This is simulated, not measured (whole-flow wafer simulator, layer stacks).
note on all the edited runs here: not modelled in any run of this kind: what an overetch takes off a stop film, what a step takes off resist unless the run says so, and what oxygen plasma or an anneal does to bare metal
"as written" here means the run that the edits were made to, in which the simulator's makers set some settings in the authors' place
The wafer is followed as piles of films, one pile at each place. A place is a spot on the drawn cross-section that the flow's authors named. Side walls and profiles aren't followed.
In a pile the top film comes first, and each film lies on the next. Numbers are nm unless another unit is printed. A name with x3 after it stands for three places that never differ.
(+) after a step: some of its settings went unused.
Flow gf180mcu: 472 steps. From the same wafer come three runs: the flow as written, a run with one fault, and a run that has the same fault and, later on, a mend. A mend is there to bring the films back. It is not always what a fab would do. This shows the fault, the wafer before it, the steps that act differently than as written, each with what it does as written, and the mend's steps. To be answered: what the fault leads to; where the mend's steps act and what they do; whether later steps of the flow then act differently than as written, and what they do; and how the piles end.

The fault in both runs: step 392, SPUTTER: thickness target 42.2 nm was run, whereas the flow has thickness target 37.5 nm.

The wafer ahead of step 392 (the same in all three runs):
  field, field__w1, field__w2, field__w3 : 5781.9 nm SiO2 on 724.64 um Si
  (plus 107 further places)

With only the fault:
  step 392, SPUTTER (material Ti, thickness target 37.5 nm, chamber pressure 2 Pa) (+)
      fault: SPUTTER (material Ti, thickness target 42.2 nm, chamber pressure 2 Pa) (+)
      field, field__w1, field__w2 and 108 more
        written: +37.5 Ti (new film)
        fault: +42.2 Ti (new film)
  Later steps of the flow acting differently than as written (2 other steps are not shown; they differ only slightly, by no more than 2% or 0.5 nm, whichever is larger):
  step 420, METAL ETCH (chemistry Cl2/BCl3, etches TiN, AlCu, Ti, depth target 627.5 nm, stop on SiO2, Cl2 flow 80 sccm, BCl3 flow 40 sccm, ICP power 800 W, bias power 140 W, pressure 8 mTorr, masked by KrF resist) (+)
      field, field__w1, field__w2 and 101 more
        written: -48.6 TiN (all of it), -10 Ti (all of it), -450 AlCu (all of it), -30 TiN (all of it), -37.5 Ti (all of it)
        fault: -48.6 TiN (all of it), -10 Ti (all of it), -450 AlCu (all of it), -30 TiN (all of it), -42.2 Ti (all of it)
  At field__w4, field__w8, contact, m1, m1__w1, mim, mim_1p0, m1_nw, the piles at the end differ from the flow's by more than 2% or 0.5 nm, whichever is larger.
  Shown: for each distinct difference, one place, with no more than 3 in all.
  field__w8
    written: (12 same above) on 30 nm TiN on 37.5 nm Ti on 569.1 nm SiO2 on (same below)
    fault: (12 same above) on 30 nm TiN on 42.2 nm Ti on 569.1 nm SiO2 on (same below)
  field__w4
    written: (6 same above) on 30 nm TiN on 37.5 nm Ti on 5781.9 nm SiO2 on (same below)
    fault: (6 same above) on 30 nm TiN on 42.2 nm Ti on 5781.9 nm SiO2 on (same below)
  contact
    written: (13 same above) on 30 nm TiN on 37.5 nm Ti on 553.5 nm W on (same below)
    fault: (13 same above) on 30 nm TiN on 42.2 nm Ti on 553.5 nm W on (same below)

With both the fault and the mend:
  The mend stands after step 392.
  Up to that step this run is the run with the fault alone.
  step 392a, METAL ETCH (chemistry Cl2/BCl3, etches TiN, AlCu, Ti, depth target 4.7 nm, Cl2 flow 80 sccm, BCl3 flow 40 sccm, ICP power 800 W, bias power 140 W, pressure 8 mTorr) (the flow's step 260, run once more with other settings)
      field, field__w1, field__w2 and 108 more
        -4.7 Ti
  Later steps of the flow that are run all act as written at every place that is followed.
  The piles end the same as the flow's at every place that both follow.
